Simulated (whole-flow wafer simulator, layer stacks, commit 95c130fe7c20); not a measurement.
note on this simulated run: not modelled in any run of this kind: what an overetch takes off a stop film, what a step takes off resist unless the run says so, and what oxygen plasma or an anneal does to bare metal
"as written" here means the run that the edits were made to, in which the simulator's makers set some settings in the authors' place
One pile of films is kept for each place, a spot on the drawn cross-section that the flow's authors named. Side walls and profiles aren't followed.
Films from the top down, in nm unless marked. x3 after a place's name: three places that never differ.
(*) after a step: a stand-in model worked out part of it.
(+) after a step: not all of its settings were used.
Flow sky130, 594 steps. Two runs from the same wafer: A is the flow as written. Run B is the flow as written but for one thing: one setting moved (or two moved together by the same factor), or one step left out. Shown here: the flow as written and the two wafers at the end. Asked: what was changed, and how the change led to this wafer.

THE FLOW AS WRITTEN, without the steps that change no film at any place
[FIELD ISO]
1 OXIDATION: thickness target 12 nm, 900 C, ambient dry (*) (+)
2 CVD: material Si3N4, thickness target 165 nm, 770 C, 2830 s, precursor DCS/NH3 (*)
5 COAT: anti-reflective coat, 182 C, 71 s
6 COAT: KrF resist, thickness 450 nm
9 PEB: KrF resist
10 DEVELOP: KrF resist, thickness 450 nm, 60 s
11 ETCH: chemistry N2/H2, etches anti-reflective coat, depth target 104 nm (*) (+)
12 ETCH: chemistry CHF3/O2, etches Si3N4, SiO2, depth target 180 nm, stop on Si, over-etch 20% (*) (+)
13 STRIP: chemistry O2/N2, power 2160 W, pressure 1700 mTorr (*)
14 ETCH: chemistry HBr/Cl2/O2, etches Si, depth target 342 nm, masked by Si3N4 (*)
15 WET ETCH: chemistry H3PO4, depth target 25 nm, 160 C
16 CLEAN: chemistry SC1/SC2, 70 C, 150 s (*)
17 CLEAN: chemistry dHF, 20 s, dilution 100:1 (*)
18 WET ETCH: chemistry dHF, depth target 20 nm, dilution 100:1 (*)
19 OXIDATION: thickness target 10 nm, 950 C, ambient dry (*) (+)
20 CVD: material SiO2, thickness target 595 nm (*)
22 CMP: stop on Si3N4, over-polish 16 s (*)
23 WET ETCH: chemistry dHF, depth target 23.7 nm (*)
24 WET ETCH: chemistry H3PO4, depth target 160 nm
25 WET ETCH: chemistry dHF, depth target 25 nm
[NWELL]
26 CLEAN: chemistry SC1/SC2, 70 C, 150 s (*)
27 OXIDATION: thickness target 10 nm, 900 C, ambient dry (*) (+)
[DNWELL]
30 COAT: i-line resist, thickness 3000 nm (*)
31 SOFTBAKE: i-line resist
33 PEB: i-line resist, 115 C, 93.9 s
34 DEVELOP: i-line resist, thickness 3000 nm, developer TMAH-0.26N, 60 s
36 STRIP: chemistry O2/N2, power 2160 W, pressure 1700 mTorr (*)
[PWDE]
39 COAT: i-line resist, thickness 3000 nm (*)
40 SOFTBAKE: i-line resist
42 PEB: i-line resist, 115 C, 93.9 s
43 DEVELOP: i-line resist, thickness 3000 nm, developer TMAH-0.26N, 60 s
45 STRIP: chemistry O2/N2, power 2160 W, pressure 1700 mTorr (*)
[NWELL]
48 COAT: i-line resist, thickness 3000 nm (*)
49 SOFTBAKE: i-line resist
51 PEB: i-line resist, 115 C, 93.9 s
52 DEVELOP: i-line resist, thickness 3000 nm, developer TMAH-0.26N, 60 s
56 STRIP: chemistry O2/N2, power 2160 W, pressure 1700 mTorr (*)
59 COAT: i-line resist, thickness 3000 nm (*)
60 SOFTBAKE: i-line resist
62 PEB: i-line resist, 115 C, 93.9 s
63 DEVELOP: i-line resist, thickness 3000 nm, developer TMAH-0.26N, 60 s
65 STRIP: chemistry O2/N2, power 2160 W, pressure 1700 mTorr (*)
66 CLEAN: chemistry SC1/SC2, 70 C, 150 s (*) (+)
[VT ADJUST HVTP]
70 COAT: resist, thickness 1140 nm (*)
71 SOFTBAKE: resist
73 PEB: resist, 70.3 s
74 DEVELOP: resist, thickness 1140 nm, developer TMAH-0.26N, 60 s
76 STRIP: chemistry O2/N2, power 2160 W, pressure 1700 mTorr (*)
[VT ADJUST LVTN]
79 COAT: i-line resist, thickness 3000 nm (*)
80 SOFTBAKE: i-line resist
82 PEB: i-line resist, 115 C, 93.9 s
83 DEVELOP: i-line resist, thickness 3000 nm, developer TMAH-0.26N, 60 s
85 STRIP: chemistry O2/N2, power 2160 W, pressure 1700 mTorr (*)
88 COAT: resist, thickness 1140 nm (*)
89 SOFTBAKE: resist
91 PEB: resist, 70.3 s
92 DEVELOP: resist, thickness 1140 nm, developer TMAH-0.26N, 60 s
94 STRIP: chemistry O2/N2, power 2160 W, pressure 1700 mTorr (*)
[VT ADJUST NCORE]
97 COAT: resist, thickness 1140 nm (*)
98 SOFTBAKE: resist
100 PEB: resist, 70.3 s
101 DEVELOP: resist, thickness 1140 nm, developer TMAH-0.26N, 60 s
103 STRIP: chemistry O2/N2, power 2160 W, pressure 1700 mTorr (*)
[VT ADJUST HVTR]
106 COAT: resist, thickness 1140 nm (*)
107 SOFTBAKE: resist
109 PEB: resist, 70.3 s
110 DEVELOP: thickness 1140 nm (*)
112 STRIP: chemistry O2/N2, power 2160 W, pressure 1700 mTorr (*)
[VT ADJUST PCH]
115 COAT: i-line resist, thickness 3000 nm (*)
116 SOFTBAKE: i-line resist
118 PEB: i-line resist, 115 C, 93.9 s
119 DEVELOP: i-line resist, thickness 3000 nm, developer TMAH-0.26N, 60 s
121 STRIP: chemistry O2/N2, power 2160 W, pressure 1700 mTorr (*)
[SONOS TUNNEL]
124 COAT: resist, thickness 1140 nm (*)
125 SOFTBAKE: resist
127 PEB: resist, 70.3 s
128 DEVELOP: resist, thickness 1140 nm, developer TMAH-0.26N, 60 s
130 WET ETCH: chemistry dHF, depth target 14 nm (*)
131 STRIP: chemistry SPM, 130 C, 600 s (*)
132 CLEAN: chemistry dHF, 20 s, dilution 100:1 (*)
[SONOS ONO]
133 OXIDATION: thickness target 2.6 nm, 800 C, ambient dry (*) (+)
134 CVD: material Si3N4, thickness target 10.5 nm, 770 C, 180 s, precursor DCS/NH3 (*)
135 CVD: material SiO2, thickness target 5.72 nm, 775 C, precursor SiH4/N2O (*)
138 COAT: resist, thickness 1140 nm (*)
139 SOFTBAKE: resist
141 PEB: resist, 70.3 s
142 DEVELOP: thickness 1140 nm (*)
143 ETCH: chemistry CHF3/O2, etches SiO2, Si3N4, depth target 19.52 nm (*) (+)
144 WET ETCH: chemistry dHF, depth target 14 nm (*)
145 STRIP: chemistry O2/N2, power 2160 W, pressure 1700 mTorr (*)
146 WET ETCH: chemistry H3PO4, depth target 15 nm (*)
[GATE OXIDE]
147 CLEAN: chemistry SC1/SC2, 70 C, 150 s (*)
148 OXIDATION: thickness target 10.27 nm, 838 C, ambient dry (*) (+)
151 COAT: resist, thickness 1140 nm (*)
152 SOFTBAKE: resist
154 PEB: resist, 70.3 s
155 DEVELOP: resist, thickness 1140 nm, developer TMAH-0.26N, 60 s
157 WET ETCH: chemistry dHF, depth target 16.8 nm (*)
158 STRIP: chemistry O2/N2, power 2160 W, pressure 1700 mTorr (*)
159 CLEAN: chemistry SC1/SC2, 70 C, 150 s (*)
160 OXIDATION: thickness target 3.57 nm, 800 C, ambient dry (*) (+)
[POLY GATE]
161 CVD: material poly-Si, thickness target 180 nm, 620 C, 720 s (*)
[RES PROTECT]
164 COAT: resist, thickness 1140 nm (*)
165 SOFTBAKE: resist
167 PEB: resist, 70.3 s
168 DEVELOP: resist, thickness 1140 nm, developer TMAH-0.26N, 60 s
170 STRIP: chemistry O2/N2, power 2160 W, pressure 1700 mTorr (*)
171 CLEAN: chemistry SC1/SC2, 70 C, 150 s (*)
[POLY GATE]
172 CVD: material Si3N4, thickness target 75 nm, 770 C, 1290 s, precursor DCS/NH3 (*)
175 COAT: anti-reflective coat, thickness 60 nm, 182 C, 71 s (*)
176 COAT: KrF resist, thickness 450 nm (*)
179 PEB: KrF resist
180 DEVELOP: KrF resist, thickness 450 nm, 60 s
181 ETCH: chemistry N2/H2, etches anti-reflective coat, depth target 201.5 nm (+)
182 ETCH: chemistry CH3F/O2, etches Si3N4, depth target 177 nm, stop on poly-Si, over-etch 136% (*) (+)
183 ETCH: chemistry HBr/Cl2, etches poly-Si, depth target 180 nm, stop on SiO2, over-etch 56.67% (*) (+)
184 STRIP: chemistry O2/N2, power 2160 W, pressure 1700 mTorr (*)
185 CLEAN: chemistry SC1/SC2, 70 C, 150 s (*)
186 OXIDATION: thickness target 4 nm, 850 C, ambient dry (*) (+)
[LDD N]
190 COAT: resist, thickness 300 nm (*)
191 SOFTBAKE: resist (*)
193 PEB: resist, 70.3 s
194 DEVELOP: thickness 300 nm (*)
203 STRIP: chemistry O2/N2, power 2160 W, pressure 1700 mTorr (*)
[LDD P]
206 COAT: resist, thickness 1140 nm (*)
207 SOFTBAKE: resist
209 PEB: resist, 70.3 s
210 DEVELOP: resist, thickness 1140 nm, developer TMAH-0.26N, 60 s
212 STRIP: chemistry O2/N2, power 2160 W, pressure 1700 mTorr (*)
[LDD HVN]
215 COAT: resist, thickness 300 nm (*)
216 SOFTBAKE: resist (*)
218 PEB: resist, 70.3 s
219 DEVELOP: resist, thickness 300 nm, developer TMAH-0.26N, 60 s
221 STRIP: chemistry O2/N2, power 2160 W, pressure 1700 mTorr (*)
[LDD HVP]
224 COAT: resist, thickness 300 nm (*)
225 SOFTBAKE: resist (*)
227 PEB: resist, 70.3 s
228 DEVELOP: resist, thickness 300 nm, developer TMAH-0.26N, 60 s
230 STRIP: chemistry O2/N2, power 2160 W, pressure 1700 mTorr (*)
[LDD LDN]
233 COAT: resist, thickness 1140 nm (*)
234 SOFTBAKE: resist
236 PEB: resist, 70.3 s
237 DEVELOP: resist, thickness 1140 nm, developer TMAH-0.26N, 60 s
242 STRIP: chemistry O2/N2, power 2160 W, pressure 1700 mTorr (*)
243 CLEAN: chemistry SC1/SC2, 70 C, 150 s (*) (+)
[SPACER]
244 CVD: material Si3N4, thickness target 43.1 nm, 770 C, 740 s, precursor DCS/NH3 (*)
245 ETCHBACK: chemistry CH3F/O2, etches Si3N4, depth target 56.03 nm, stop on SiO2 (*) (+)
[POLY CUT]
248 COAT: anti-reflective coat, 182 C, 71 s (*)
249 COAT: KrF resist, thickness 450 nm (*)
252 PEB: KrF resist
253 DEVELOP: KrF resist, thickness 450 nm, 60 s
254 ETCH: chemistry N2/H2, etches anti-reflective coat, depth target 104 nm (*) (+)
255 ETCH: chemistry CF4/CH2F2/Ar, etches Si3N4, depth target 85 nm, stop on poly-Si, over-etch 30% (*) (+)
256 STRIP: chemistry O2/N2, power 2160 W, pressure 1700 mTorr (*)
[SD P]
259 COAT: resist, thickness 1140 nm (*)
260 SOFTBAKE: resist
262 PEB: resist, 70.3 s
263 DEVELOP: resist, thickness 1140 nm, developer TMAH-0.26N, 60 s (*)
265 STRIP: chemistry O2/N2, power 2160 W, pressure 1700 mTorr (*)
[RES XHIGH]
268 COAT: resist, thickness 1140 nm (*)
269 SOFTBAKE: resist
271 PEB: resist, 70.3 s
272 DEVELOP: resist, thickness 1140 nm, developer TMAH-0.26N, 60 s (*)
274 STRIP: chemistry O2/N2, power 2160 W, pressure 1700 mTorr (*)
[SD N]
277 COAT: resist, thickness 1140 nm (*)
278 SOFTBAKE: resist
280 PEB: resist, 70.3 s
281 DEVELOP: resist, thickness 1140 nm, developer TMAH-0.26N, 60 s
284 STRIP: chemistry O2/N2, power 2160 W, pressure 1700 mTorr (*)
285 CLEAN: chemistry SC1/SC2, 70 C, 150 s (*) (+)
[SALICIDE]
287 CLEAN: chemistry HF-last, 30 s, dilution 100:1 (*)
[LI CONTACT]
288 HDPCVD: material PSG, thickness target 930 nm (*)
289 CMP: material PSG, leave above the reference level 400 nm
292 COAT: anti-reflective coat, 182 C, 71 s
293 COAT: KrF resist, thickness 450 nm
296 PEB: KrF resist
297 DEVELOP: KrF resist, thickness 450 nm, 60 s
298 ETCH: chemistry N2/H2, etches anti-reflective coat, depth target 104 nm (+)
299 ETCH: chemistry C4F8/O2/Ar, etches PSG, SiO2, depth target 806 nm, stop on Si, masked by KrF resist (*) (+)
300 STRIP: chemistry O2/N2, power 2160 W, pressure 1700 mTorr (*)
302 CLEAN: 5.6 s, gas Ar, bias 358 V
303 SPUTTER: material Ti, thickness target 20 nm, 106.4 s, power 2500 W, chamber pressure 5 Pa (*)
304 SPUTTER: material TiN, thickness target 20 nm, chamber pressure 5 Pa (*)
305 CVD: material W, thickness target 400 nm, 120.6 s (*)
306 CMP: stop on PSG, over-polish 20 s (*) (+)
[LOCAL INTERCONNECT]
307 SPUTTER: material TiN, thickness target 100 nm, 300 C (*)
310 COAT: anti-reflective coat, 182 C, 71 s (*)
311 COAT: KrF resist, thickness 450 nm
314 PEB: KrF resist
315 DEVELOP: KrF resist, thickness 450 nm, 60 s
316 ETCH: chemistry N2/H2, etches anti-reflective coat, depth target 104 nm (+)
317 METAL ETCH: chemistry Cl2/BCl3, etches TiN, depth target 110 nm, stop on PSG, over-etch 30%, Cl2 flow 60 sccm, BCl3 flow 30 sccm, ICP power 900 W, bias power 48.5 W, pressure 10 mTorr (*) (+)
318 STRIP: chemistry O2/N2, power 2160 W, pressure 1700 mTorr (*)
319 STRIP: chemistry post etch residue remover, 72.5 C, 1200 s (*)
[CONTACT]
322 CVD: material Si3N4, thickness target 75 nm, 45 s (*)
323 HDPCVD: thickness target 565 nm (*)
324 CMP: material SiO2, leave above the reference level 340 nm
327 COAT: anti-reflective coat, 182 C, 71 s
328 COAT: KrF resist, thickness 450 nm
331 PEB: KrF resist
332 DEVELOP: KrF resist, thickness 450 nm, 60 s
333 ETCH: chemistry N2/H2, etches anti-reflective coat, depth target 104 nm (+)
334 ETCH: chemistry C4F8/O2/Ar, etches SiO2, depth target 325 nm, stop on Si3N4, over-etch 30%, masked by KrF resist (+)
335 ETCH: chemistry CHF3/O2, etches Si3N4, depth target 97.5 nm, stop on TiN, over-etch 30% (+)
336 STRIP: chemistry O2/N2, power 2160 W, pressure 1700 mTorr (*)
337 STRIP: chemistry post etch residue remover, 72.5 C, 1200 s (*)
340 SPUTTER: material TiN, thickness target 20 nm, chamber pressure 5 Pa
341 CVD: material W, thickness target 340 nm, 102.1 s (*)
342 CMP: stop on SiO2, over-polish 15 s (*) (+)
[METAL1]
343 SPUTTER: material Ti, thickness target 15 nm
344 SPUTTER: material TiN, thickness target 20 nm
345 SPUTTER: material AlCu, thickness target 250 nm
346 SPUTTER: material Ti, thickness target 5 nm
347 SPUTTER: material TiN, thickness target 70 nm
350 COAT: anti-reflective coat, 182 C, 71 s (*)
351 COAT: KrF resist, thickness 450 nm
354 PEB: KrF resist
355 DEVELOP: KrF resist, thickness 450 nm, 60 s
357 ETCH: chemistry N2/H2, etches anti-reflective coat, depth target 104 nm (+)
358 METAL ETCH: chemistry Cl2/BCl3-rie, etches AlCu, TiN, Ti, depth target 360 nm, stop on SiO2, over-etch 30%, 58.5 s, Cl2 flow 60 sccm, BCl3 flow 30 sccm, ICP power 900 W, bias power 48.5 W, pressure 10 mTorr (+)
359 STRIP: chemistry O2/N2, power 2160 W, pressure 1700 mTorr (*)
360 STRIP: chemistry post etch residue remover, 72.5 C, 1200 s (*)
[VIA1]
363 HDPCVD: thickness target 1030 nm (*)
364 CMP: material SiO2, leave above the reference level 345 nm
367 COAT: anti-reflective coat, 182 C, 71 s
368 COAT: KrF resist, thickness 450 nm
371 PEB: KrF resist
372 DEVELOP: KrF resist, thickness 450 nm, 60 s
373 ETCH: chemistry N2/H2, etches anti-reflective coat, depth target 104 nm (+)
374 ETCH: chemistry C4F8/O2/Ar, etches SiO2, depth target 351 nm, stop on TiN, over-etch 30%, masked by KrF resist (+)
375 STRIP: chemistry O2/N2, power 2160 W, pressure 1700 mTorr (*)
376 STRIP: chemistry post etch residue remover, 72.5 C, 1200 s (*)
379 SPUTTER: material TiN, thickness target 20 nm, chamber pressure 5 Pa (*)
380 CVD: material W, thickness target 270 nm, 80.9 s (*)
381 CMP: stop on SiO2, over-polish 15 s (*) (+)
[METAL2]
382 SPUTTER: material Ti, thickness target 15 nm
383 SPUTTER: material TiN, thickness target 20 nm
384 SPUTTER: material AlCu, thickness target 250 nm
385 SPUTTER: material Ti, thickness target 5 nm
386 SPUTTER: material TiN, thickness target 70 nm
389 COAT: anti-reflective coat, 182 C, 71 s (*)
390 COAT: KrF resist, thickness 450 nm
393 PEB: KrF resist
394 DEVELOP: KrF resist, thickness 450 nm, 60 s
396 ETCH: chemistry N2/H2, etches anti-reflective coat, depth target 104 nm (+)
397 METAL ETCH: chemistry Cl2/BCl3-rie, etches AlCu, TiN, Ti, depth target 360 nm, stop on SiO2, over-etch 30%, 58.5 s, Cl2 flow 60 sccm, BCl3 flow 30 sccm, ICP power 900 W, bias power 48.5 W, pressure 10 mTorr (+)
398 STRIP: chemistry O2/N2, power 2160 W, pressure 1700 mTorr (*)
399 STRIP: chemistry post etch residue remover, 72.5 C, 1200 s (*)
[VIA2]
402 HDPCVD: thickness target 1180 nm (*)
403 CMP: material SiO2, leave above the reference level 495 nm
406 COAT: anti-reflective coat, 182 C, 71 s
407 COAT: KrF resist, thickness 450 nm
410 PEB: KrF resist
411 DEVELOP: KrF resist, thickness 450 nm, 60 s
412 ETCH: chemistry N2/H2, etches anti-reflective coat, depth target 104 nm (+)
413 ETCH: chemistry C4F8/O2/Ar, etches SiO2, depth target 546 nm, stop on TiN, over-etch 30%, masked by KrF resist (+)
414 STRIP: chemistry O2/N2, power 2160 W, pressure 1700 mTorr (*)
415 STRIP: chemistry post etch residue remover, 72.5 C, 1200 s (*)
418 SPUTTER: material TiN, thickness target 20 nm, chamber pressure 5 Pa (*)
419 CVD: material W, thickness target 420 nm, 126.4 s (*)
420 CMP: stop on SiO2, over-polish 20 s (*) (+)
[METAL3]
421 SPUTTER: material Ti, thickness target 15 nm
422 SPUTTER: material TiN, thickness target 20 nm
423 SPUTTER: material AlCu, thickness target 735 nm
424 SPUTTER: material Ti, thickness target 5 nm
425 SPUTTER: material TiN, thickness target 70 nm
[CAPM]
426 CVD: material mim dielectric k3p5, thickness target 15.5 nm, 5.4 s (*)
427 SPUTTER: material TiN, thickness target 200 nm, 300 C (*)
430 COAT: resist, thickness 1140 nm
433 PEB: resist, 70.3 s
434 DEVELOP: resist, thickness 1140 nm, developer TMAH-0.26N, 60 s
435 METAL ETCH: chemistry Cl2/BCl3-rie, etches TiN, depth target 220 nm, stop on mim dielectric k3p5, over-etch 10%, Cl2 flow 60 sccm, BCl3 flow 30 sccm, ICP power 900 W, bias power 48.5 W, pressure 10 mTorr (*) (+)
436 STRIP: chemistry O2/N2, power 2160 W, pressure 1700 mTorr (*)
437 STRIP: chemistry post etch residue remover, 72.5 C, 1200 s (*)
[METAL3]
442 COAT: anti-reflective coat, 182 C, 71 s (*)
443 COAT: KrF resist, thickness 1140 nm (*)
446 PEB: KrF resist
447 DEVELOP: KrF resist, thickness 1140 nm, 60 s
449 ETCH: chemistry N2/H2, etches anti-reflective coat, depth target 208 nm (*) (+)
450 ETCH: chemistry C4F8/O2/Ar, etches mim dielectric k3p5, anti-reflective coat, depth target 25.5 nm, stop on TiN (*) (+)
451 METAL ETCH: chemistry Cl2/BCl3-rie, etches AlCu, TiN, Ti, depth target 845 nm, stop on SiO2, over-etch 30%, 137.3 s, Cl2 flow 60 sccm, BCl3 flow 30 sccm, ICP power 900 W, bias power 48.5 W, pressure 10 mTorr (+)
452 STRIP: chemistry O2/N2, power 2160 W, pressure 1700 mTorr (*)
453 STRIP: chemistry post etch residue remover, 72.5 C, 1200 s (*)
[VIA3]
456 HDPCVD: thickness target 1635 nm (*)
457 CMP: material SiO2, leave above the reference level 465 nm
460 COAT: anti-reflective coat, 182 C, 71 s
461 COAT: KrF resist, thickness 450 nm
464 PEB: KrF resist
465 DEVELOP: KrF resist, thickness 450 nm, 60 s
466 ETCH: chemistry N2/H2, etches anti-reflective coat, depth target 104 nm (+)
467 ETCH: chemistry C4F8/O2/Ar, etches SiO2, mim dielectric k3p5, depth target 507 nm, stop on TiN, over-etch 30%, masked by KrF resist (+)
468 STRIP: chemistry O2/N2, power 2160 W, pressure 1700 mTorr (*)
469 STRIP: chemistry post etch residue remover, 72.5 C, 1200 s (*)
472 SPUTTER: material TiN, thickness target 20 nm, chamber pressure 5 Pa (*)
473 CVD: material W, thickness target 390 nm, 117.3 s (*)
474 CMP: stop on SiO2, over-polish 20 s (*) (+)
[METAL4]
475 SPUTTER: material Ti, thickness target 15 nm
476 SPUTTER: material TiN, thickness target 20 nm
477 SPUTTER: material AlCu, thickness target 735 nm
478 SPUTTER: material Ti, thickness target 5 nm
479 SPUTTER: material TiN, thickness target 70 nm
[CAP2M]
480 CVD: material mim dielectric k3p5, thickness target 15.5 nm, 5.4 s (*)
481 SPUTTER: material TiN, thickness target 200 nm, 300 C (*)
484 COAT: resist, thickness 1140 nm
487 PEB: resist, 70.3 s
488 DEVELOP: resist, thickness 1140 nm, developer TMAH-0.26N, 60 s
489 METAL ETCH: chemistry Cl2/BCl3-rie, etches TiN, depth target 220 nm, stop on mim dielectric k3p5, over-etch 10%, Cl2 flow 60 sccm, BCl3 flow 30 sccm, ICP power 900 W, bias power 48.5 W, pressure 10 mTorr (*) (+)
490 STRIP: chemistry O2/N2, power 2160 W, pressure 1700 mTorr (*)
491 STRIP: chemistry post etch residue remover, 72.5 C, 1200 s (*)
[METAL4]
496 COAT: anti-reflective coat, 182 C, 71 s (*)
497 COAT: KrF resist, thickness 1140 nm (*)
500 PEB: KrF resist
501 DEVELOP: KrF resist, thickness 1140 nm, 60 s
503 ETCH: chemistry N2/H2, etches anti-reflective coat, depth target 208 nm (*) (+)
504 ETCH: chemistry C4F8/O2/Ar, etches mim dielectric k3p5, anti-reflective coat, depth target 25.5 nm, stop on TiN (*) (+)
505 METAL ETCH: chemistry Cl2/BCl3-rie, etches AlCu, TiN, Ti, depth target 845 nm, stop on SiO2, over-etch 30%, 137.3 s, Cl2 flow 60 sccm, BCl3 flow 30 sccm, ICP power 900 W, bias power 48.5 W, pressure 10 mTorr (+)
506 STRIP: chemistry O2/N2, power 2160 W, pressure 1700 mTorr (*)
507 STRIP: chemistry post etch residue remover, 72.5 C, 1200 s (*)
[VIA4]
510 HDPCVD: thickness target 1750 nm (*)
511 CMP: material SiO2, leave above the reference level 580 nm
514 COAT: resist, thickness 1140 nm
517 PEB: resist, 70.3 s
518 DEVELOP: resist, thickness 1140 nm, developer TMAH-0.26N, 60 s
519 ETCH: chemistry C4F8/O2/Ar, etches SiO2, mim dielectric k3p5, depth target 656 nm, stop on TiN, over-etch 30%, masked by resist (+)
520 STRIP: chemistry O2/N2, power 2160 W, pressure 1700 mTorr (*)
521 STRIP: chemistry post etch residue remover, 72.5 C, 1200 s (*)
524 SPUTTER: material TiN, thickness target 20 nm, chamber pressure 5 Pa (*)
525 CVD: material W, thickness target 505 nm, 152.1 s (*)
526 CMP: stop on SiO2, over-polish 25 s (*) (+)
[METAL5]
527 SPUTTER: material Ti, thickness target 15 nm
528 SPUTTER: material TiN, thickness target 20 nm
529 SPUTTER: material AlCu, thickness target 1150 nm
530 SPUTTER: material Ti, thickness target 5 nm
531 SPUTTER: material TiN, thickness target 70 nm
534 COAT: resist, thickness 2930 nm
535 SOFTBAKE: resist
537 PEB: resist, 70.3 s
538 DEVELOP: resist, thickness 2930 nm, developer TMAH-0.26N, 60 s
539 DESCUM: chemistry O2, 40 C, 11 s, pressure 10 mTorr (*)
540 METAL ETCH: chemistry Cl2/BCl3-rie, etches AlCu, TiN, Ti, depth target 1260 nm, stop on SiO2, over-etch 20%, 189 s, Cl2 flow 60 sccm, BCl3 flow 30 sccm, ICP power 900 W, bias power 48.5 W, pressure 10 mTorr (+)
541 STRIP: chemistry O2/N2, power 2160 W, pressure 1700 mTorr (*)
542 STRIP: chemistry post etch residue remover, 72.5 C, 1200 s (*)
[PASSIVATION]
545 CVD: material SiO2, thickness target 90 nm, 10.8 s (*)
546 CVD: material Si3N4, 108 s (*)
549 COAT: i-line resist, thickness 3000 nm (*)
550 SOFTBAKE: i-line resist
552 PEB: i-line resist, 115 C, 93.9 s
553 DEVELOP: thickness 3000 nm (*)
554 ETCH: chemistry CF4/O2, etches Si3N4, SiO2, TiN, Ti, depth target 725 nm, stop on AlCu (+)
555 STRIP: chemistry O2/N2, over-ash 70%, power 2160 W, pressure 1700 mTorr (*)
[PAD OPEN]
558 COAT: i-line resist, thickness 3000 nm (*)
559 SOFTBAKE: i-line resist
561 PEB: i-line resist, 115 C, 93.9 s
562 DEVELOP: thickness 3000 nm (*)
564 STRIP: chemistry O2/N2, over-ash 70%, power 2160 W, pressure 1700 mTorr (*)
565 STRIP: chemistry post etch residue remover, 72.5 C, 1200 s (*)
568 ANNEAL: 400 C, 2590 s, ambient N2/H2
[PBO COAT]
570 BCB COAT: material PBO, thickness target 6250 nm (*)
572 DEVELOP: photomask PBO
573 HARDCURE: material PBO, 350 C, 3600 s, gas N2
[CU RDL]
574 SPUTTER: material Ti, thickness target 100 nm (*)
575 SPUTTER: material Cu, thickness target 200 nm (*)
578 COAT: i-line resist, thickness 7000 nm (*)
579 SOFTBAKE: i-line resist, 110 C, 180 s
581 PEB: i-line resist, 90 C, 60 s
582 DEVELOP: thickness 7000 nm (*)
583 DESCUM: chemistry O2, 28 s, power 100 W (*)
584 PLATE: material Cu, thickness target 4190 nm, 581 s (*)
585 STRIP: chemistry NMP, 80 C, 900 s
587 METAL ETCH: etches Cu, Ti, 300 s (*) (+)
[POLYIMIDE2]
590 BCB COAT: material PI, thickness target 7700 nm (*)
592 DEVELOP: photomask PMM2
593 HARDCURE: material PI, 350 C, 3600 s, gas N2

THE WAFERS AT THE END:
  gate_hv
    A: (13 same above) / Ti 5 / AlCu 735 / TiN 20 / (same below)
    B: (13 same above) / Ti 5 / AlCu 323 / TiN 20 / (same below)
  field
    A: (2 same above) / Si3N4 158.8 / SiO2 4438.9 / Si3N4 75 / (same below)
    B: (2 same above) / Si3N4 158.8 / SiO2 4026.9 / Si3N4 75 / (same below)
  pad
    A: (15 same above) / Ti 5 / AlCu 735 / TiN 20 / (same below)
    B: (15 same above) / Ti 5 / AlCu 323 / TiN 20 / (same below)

The cause: step 423, SPUTTER: thickness target 323 nm was run, where the flow has thickness target 735 nm.
It can be read off the wafer: gate_hv has AlCu 323, and step 423 as written asks for 735 nm.

How the change led to this, step by step:
  423 SPUTTER: material AlCu, thickness target 735 nm
      field, active, n_well and 188 more: A AlCu +735 (new film) | B AlCu +323 (new film)
  451 METAL ETCH: chemistry Cl2/BCl3-rie, etches AlCu, TiN, Ti, depth target 845 nm, stop on SiO2, over-etch 30%, 137.3 s, Cl2 flow 60 sccm, BCl3 flow 30 sccm, ICP power 900 W, bias power 48.5 W, pressure 10 mTorr (+)
      field, gate, spacer and 61 more: A TiN -70 (all of it), Ti -5 (all of it), AlCu -735 (all of it), TiN -20 (all of it), Ti -15 (all of it), SiO2 -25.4 | B TiN -70 (all of it), Ti -5 (all of it), AlCu -323 (all of it), TiN -20 (all of it), Ti -15 (all of it), SiO2 -66.5
      active, vpp_l1ln, via_li1, sonos_guard_hv, iso_guard_nw, rxpo_ln, rpm_encl_urpm: A TiN -70 (all of it), Ti -5 (all of it), AlCu -735 (all of it), TiN -20 (all of it), Ti -15 (all of it), SiO2 -25.3 | B TiN -70 (all of it), Ti -5 (all of it), AlCu -323 (all of it), TiN -20 (all of it), Ti -15 (all of it), SiO2 -66.5
      (and at 14 more places)
  457 CMP: material SiO2, leave above the reference level 465 nm
      field, active, gate and 77 more: A SiO2 -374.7 | B SiO2 -745.5
      vpp_iso1, m1_ln, vpp_l1ln, via1_hole, m1_ln_cd: A SiO2 -374.7 | B SiO2 -745.4
